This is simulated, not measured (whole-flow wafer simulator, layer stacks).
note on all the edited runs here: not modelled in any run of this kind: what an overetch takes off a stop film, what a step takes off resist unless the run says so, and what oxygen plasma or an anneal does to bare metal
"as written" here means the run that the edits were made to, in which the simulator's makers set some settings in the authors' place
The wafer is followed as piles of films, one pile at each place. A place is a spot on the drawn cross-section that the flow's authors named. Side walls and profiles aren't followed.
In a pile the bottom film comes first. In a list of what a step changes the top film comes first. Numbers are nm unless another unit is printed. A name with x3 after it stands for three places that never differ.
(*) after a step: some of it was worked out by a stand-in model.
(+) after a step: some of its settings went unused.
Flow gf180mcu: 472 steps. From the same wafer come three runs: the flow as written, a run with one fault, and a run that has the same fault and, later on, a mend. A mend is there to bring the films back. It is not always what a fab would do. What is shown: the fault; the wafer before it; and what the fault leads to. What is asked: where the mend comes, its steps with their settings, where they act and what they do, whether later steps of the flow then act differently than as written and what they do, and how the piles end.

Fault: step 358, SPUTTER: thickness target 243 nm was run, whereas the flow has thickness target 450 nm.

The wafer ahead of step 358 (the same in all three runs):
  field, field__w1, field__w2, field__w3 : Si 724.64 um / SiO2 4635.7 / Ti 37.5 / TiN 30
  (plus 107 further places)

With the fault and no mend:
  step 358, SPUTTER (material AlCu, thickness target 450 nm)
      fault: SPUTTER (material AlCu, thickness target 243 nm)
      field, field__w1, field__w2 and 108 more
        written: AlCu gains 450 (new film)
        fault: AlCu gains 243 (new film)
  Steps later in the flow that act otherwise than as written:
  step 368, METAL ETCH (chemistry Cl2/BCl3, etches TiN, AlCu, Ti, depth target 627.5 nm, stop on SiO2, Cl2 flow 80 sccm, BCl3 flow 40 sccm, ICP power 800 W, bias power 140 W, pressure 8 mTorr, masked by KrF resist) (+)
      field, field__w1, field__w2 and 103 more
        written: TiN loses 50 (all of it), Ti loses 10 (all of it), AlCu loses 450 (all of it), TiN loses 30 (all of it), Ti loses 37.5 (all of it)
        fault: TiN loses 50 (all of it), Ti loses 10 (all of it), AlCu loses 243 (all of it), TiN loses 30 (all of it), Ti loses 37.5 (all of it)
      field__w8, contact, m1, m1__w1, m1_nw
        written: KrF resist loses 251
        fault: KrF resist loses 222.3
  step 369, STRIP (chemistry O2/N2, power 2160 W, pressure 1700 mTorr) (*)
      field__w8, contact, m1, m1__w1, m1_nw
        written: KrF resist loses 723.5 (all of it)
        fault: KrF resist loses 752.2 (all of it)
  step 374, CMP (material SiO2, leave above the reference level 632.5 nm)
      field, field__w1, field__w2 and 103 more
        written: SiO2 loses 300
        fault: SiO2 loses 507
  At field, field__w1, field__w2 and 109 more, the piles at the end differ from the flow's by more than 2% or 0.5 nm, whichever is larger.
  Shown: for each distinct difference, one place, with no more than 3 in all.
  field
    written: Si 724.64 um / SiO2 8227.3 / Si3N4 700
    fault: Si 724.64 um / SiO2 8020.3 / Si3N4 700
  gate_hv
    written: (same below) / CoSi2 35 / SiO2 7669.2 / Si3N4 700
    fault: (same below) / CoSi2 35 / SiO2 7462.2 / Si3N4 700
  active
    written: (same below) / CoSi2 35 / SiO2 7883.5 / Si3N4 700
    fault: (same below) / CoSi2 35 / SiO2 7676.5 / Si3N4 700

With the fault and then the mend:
  The mend follows step 358.
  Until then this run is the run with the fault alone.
  step 358a, SPUTTER (material AlCu, thickness target 207 nm) (a further turn of the flow's step 358, with different settings)
      field, field__w1, field__w2 and 108 more
        AlCu gains 207
  Later steps of the flow that are run all act as written at every place that is followed.
  At every place that both follow, the piles at the end match the flow's.
